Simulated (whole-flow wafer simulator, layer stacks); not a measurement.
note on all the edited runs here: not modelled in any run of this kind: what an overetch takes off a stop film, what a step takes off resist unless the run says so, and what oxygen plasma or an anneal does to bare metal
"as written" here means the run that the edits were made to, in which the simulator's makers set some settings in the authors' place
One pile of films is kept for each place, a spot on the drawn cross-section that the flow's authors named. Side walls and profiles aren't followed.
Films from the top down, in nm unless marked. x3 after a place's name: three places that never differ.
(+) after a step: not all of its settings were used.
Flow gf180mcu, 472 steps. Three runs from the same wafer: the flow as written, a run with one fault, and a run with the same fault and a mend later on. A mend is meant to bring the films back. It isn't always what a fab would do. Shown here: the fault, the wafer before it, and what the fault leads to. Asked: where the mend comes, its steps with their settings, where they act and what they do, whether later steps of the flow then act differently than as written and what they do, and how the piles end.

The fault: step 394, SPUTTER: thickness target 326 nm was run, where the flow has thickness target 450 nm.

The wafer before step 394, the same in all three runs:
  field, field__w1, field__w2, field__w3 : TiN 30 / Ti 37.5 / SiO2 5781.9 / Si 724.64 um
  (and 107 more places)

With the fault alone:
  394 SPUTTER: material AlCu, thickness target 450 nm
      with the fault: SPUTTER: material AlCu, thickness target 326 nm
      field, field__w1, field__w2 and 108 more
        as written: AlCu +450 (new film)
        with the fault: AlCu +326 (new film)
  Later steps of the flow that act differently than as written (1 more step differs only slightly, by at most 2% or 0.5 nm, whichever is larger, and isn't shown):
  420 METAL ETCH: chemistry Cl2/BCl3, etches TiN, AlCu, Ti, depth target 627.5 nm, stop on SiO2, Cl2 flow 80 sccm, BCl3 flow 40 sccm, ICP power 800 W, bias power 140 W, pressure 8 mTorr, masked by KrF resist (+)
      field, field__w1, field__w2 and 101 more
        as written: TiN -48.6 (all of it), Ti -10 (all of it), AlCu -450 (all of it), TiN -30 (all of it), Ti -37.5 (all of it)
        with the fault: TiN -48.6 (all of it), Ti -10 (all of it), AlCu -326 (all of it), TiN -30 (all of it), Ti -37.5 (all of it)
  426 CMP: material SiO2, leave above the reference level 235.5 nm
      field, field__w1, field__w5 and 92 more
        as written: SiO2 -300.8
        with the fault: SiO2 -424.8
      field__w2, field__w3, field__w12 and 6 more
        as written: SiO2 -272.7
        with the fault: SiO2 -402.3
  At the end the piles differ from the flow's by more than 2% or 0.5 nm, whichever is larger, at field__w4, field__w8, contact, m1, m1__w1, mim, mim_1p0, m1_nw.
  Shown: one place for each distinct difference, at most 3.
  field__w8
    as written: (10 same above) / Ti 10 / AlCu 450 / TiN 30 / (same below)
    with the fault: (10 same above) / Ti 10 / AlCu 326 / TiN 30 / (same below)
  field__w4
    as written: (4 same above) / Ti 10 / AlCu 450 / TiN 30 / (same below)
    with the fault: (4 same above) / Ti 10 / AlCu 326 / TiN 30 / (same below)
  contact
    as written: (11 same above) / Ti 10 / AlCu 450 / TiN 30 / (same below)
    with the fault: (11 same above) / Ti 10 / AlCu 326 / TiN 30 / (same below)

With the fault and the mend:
  The mend comes after step 394.
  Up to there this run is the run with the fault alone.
  394a SPUTTER: material AlCu, thickness target 124 nm (the flow's step 394 once more, with other settings)
      field, field__w1, field__w2 and 108 more
        AlCu +124
  No later step of the flow acts differently than as written at any place that is followed.
  At the end the piles are the same as the flow's at every place that both follow.
